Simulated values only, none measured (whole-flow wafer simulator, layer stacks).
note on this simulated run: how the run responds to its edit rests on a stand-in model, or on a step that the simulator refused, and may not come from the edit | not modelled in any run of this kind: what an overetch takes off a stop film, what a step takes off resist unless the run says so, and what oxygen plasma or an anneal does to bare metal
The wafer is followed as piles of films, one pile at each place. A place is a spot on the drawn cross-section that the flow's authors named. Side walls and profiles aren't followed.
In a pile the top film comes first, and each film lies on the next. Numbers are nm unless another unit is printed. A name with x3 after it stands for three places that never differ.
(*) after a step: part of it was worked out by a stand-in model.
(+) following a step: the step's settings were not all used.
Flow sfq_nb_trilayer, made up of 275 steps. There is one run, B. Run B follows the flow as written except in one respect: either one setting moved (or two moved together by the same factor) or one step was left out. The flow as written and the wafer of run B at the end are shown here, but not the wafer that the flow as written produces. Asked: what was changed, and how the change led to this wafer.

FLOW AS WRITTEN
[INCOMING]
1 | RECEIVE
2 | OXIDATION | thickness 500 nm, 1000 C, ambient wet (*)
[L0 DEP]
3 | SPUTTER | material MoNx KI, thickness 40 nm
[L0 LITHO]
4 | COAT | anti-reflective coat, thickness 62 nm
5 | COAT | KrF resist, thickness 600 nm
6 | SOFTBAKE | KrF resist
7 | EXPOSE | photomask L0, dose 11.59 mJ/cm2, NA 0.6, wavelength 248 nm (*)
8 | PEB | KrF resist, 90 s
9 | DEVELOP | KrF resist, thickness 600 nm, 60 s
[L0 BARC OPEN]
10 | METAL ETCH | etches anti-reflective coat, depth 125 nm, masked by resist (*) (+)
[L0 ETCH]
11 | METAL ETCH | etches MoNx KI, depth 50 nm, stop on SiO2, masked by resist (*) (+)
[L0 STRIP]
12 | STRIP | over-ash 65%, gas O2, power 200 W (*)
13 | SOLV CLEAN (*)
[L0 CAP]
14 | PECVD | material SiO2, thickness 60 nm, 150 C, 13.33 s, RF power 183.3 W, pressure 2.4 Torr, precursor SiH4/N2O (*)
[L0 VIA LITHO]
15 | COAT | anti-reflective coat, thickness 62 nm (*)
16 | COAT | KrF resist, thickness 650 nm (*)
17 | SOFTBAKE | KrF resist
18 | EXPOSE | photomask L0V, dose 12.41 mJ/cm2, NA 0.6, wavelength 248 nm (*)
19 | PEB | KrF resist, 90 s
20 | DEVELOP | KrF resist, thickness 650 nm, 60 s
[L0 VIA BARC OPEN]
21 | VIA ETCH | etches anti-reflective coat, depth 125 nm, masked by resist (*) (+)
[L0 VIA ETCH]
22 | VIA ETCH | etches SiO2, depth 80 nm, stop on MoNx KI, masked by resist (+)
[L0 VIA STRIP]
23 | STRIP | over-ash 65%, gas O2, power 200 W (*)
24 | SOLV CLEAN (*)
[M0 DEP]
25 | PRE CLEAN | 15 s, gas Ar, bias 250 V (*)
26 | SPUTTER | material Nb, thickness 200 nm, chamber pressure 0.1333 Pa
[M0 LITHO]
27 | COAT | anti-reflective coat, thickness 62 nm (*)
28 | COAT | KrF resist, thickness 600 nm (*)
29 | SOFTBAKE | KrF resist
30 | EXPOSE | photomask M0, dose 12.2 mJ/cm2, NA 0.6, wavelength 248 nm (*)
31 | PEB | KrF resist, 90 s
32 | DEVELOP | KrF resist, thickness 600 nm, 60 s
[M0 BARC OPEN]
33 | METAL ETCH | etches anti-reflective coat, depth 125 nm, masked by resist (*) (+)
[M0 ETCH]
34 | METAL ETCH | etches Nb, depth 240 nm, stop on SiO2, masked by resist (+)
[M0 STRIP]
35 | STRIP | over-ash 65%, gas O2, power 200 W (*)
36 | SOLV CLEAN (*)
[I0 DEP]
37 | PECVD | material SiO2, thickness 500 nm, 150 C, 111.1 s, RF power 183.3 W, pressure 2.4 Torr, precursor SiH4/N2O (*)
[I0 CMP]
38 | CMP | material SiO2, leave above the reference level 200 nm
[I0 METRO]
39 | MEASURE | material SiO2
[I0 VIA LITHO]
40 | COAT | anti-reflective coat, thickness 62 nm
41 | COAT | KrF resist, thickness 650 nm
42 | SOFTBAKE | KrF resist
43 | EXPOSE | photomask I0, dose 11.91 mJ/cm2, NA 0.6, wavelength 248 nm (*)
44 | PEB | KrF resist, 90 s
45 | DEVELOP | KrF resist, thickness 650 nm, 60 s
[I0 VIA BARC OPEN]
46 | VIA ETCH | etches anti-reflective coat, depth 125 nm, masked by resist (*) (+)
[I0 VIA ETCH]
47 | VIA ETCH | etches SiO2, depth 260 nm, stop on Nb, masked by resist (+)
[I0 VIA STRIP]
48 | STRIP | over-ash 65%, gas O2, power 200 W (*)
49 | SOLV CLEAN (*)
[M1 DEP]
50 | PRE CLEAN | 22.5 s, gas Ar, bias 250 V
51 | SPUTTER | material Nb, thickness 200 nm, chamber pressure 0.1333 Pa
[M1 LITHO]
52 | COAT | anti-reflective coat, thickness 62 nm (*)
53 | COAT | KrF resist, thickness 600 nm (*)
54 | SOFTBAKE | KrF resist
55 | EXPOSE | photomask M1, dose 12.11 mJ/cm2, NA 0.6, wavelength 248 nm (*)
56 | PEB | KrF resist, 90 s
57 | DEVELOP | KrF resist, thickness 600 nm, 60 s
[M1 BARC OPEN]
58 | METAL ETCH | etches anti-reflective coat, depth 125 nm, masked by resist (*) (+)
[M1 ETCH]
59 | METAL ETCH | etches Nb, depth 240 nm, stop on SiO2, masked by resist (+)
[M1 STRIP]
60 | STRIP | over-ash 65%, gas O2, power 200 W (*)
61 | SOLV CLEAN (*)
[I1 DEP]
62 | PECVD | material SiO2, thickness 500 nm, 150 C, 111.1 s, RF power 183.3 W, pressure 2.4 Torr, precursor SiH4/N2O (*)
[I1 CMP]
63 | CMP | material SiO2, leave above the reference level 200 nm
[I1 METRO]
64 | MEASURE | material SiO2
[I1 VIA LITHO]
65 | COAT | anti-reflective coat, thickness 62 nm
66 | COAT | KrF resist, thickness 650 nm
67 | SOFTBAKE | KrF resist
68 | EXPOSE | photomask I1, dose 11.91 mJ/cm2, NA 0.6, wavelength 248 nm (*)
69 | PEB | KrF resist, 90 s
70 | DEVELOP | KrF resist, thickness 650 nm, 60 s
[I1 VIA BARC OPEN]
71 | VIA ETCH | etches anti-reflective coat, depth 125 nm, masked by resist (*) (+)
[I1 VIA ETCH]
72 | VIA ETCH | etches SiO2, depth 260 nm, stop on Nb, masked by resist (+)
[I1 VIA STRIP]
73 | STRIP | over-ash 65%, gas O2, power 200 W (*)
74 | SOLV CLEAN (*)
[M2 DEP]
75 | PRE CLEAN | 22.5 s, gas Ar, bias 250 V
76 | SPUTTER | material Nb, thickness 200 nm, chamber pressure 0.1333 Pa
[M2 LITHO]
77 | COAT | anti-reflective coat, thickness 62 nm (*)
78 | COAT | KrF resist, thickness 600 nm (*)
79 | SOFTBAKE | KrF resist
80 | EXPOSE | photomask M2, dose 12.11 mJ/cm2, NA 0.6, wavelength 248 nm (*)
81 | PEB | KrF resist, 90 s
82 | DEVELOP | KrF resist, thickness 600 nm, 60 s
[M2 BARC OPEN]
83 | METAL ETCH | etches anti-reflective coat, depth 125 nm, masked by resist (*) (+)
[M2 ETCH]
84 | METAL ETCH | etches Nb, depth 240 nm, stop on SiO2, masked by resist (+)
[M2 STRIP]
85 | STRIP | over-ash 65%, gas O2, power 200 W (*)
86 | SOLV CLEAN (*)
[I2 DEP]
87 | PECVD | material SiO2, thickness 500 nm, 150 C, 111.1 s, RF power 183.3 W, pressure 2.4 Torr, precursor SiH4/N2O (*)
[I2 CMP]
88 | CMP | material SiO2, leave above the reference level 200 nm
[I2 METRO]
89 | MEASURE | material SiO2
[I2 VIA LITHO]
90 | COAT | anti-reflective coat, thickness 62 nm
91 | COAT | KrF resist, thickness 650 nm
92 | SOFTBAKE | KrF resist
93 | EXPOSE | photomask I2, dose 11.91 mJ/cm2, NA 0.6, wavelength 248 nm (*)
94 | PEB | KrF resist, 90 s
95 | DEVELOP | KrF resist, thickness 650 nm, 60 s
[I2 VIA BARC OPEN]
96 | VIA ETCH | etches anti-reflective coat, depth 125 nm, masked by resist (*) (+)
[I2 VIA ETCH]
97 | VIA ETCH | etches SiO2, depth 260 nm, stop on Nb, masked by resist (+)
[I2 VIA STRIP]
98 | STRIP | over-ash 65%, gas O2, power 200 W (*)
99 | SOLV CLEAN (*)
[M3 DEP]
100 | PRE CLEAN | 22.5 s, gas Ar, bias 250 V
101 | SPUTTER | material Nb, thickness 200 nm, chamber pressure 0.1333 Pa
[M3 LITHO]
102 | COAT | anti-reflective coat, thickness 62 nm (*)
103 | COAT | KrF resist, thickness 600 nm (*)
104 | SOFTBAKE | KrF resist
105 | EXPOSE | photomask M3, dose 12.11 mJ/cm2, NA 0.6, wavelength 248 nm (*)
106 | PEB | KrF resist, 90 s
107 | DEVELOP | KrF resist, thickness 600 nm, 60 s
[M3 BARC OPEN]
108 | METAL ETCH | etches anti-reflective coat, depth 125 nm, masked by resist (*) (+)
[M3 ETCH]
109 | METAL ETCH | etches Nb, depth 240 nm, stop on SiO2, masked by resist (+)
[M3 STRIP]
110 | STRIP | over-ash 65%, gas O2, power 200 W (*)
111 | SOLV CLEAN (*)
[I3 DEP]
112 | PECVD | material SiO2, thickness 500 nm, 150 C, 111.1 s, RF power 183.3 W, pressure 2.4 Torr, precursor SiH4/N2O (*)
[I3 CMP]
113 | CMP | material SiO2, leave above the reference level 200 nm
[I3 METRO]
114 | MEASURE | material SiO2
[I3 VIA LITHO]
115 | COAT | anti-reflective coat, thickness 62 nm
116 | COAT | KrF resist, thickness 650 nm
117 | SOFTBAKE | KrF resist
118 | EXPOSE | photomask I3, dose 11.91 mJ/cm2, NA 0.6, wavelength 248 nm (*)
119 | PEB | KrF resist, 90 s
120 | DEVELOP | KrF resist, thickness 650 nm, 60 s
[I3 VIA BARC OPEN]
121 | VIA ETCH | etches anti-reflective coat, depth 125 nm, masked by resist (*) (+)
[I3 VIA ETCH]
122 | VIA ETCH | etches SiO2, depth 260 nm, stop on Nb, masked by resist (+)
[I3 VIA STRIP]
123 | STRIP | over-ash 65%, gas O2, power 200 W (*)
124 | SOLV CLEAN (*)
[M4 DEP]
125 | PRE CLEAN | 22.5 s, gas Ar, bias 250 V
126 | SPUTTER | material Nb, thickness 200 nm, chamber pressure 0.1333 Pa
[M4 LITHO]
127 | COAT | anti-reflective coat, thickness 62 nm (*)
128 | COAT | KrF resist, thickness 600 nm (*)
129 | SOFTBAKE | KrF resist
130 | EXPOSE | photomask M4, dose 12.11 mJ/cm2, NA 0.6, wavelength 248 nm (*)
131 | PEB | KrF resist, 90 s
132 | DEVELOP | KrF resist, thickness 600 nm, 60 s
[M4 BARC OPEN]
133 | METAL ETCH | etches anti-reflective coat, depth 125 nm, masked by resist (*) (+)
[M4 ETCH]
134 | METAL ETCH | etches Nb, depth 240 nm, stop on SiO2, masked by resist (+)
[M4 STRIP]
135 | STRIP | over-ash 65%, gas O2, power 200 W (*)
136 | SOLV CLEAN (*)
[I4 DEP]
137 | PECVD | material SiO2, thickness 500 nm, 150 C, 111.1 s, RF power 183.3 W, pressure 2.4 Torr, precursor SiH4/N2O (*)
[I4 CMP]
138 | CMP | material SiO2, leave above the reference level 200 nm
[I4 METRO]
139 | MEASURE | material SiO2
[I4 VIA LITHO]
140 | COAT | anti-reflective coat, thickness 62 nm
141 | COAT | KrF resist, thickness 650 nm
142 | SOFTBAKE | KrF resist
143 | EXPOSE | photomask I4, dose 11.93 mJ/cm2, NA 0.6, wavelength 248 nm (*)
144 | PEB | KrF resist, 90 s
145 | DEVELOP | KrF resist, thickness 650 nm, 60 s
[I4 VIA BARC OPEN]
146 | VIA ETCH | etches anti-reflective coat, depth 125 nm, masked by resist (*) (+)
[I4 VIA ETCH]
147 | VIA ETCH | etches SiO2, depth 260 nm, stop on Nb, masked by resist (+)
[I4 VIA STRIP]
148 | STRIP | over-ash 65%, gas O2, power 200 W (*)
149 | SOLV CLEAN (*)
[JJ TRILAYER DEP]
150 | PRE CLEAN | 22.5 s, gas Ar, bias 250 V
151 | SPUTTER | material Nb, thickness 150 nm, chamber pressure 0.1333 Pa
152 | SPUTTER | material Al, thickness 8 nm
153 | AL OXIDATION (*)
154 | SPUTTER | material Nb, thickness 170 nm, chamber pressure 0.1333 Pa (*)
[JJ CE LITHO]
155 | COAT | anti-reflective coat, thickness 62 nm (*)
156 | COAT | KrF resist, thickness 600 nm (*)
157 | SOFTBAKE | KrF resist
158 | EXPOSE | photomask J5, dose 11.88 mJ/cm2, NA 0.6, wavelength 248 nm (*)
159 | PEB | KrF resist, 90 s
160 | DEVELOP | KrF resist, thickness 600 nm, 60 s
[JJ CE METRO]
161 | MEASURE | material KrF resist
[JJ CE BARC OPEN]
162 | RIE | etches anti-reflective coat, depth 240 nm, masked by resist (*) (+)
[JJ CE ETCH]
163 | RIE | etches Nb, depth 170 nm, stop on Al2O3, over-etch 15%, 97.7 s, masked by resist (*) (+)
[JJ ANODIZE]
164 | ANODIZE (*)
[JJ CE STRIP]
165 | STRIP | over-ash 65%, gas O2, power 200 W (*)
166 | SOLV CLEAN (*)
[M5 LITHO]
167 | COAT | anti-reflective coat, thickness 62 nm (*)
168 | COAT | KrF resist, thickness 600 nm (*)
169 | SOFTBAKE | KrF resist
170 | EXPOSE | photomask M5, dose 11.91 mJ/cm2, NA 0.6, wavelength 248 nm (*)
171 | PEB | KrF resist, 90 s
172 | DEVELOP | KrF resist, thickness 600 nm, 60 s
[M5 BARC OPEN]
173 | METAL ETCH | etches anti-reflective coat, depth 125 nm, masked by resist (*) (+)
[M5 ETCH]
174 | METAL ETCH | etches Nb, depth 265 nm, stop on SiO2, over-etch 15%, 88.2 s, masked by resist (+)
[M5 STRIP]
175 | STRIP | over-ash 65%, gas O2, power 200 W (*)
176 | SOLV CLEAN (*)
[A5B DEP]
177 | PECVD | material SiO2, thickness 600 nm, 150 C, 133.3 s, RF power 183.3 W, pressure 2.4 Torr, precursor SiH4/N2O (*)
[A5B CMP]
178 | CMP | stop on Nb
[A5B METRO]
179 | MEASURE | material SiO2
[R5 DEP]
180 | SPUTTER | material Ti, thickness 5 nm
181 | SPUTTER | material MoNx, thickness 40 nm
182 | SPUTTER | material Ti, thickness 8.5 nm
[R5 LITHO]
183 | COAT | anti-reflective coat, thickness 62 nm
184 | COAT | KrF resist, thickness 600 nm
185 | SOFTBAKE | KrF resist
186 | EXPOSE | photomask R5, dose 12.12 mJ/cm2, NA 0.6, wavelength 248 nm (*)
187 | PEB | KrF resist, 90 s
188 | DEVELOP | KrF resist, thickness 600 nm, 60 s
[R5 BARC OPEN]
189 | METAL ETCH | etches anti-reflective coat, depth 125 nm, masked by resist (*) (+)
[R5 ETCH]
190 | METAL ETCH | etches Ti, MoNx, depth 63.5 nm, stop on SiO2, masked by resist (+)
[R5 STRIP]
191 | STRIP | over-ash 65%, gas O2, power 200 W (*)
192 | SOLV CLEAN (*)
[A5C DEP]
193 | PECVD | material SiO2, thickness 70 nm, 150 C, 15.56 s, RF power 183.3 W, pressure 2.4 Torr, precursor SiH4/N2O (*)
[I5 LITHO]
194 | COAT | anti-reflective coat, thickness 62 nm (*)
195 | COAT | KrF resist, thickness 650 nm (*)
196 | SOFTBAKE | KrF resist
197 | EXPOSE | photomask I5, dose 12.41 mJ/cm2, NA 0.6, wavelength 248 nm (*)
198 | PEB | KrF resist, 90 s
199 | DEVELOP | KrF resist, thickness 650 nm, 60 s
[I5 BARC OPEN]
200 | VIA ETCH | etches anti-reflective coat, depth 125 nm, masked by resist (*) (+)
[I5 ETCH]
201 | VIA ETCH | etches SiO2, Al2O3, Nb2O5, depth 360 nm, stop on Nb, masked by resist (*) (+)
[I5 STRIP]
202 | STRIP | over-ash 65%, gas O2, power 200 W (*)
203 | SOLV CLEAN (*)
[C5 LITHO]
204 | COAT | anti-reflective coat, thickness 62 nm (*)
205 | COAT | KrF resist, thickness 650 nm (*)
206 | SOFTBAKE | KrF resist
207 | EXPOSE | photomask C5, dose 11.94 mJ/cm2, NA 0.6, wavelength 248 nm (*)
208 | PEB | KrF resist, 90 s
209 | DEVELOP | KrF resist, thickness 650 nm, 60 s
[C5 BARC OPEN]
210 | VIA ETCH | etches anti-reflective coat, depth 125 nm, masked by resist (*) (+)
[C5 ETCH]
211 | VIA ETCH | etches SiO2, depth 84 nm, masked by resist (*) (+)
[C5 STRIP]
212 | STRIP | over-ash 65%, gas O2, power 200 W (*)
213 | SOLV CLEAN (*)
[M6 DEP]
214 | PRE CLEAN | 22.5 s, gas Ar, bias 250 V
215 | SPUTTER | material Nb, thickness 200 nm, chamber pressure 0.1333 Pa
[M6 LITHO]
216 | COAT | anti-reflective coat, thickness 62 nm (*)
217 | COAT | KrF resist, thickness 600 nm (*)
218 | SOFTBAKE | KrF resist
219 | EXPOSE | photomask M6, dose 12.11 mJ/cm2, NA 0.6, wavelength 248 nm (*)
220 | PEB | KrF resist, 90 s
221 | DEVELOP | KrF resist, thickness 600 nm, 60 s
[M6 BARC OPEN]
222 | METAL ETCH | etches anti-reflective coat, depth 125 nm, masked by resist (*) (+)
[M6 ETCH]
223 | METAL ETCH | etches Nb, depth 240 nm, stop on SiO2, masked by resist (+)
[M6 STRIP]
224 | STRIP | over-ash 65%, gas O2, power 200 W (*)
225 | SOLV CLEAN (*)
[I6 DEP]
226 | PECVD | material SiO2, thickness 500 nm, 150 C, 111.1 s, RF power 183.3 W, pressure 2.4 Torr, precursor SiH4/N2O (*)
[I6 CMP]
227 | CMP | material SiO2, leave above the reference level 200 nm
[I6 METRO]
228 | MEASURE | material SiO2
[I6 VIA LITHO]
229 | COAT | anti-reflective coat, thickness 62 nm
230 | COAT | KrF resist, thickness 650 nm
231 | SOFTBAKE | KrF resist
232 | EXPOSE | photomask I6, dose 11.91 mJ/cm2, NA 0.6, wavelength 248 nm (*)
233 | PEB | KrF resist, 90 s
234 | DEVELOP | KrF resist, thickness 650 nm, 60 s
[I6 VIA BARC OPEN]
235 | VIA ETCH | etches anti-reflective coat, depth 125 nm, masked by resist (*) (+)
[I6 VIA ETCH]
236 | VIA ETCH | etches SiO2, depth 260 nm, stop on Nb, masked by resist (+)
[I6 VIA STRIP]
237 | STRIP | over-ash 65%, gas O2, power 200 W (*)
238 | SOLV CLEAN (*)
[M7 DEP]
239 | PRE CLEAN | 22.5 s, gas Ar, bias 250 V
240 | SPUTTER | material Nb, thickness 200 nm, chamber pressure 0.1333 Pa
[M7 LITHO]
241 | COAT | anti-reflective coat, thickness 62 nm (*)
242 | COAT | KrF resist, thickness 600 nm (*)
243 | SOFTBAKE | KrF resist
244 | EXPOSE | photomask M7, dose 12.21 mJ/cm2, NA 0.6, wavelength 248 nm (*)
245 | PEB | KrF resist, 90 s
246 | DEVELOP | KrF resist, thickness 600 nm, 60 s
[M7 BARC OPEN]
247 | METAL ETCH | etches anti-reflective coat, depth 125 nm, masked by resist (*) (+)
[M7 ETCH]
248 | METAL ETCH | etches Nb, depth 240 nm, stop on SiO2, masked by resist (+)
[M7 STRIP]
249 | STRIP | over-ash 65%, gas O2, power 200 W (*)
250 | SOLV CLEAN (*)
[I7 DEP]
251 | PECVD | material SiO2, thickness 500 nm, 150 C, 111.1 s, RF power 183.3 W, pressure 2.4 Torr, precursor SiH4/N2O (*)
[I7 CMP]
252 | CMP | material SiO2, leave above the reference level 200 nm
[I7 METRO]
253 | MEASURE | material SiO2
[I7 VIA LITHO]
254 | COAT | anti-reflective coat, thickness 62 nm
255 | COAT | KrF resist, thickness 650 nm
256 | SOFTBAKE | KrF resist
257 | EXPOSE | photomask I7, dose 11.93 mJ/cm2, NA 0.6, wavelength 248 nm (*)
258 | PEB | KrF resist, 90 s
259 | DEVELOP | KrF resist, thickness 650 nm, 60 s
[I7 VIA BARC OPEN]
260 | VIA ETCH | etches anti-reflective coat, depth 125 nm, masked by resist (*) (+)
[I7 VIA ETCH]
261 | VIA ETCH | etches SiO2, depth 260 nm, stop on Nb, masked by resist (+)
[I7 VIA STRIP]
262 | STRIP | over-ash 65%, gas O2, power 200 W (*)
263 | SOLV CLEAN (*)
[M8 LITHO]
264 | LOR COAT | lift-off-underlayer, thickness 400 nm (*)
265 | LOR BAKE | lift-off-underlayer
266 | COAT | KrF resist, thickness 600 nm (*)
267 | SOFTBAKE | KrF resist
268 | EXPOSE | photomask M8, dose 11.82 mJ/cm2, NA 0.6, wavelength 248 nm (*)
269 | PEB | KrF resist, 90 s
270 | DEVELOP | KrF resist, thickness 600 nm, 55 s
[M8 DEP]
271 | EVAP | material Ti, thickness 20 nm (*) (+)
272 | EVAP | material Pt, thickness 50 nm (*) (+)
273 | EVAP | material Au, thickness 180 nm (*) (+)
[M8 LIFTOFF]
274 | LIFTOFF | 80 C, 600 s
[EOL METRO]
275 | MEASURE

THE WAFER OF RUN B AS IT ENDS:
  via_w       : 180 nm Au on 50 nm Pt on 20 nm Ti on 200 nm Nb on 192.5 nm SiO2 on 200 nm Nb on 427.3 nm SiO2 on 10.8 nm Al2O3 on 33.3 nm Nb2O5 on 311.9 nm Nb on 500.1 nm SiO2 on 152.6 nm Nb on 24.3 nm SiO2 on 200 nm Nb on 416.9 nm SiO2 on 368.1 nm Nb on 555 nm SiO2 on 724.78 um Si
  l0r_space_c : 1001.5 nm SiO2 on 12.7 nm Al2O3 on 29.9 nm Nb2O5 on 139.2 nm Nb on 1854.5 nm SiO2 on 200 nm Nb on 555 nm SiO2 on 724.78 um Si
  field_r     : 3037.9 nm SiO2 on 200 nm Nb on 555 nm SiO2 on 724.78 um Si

The reason: step 88, CMP: leave above the reference level 292 nm was run, whereas the flow has leave above the reference level 200 nm.

Step by step, how the change led to this:
  88 | CMP | material SiO2, leave above the reference level 200 nm
      field_l, be, be_sur and 81 more: SiO2 loses 8 (it would be, as written: SiO2 loses 100)
      v_sur, via_wl, via_w and 18 more: SiO2 loses 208 (it would be, as written: SiO2 loses 300)
      (and at 1 other place as well)
  97 | VIA ETCH | etches SiO2, depth 260 nm, stop on Nb, masked by resist (+)
      via_w: SiO2 loses 260 (it would be, as written: SiO2 loses 199.8 (all of it))
  100 | PRE CLEAN | 22.5 s, gas Ar, bias 250 V
      via_w: SiO2 loses 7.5 (it would be, as written: Nb loses 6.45)
  101 | SPUTTER | material Nb, thickness 200 nm, chamber pressure 0.1333 Pa
      via_w: Nb gains 152.6 (new film) (it would be, as written: Nb gains 165.5)
  102 | COAT | anti-reflective coat, thickness 62 nm (*)
      via_wl, via_wr: anti-reflective coat gains 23 (new film) (it would be, as written: anti-reflective coat gains 34.2 (new film))
      v_sur: anti-reflective coat gains 55.7 (new film) (it would be, as written: anti-reflective coat gains 61.1 (new film))
      (and at 2 other places as well)
  103 | COAT | KrF resist, thickness 600 nm (*)
      via_w: KrF resist gains 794 (new film) (it would be, as written: KrF resist gains 737.9 (new film))
  110 | STRIP | over-ash 65%, gas O2, power 200 W (*)
      v_sur: KrF resist loses 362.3 (all of it), anti-reflective coat loses 55.7 (all of it) (it would be, as written: KrF resist loses 365.3 (all of it), anti-reflective coat loses 61.1 (all of it))
      via_wl: KrF resist loses 383.9 (all of it), anti-reflective coat loses 23 (all of it) (it would be, as written: KrF resist loses 384.2 (all of it), anti-reflective coat loses 34.2 (all of it))
      (and at 3 other places as well)
  112 | PECVD | material SiO2, thickness 500 nm, 150 C, 111.1 s, RF power 183.3 W, pressure 2.4 Torr, precursor SiH4/N2O (*)
      via_w: SiO2 gains 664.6 (new film) (it would be, as written: SiO2 gains 615 (new film))
  113 | CMP | material SiO2, leave above the reference level 200 nm
      via_w: SiO2 loses 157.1 (it would be, as written: SiO2 loses 181.6)
With metal films that touch counted as one body, via_w has 6 bodies (between them, from the top down: SiO2 192.5; SiO2 427.3 / Al2O3 10.8 / Nb2O5 33.3; SiO2 500.1; SiO2 24.3; SiO2 416.9); the flow as written gives 5 bodies (between them, from the top down: SiO2 192.5; SiO2 427.3 / Al2O3 10.8 / Nb2O5 33.3; SiO2 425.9; SiO2 416.9).
